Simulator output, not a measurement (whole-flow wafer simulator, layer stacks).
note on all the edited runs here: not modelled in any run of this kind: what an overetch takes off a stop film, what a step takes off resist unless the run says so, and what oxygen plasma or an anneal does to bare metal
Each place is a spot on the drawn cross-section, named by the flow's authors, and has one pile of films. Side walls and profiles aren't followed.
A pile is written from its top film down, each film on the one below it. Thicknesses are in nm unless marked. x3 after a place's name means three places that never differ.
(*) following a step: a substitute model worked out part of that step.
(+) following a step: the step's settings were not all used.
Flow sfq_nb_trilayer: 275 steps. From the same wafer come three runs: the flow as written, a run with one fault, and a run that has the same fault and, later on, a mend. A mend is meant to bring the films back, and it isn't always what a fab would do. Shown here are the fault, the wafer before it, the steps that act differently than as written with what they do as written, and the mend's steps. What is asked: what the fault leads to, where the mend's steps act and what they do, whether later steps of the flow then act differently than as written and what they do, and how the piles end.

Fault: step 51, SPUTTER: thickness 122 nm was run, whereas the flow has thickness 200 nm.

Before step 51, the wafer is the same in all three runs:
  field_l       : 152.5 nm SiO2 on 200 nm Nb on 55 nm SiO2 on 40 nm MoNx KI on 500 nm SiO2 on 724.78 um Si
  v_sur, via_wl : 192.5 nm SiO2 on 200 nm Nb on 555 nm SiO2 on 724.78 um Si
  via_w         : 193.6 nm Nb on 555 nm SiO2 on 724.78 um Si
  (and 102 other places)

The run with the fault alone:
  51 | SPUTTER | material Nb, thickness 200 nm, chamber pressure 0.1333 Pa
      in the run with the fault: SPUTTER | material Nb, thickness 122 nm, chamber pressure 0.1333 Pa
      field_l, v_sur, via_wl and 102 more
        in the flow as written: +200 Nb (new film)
        in the run with the fault: +122 Nb (new film)
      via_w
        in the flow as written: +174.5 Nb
        in the run with the fault: +107.3 Nb
  Steps further on in the flow that do not act as written (3 other steps are not shown; they differ only slightly, by no more than 2% or 0.5 nm, whichever is larger):
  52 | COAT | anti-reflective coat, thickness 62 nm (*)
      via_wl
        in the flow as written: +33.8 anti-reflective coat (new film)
        in the run with the fault: +32.8 anti-reflective coat (new film)
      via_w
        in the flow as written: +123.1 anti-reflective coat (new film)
        in the run with the fault: +119.7 anti-reflective coat (new film)
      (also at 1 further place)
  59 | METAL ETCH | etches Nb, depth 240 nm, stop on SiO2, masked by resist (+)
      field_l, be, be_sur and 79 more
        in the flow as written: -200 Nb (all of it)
        in the run with the fault: -122 Nb (all of it)
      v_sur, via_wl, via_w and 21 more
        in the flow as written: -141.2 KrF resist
        in the run with the fault: -107.6 KrF resist
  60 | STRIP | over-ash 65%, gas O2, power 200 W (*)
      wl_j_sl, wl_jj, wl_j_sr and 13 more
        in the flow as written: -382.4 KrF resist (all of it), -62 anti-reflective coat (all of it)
        in the run with the fault: -415.9 KrF resist (all of it), -62 anti-reflective coat (all of it)
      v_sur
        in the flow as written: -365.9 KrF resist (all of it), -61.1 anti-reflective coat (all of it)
        in the run with the fault: -400 KrF resist (all of it), -60.9 anti-reflective coat (all of it)
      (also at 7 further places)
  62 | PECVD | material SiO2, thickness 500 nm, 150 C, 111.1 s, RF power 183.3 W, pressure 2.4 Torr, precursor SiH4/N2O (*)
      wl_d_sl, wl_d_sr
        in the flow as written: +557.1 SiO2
        in the run with the fault: +500 SiO2
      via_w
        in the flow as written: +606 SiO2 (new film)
        in the run with the fault: +586.8 SiO2 (new film)
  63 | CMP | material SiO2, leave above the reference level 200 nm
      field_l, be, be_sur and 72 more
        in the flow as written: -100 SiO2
        in the run with the fault: -178 SiO2
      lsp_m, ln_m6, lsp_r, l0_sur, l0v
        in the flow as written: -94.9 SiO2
        in the run with the fault: -178 SiO2
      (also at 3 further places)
  The piles end different from the flow's at field_l, v_sur, via_wl and 103 more by more than 2% or 0.5 nm, whichever is larger.
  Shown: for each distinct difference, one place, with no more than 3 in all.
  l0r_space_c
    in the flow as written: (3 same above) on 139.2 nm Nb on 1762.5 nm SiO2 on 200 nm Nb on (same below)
    in the run with the fault: (3 same above) on 139.2 nm Nb on 1684.5 nm SiO2 on 200 nm Nb on (same below)
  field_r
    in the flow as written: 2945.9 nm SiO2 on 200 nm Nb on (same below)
    in the run with the fault: 2867.9 nm SiO2 on 200 nm Nb on (same below)
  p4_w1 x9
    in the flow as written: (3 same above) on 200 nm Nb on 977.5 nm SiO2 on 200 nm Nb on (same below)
    in the run with the fault: (3 same above) on 200 nm Nb on 899.5 nm SiO2 on 200 nm Nb on (same below)

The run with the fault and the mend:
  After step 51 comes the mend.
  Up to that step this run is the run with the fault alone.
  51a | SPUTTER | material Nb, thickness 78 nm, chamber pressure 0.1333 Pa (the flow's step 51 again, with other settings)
      field_l, v_sur, via_wl and 102 more
        +78 Nb
      via_w
        +63.1 Nb
  Every later step of the flow that is run acts as written, at every place that is followed, to within 2% or 0.5 nm, whichever is larger.
  At the end the piles are close to the flow's at the places that both follow, differing by at most 2% or 0.5 nm, whichever is larger.
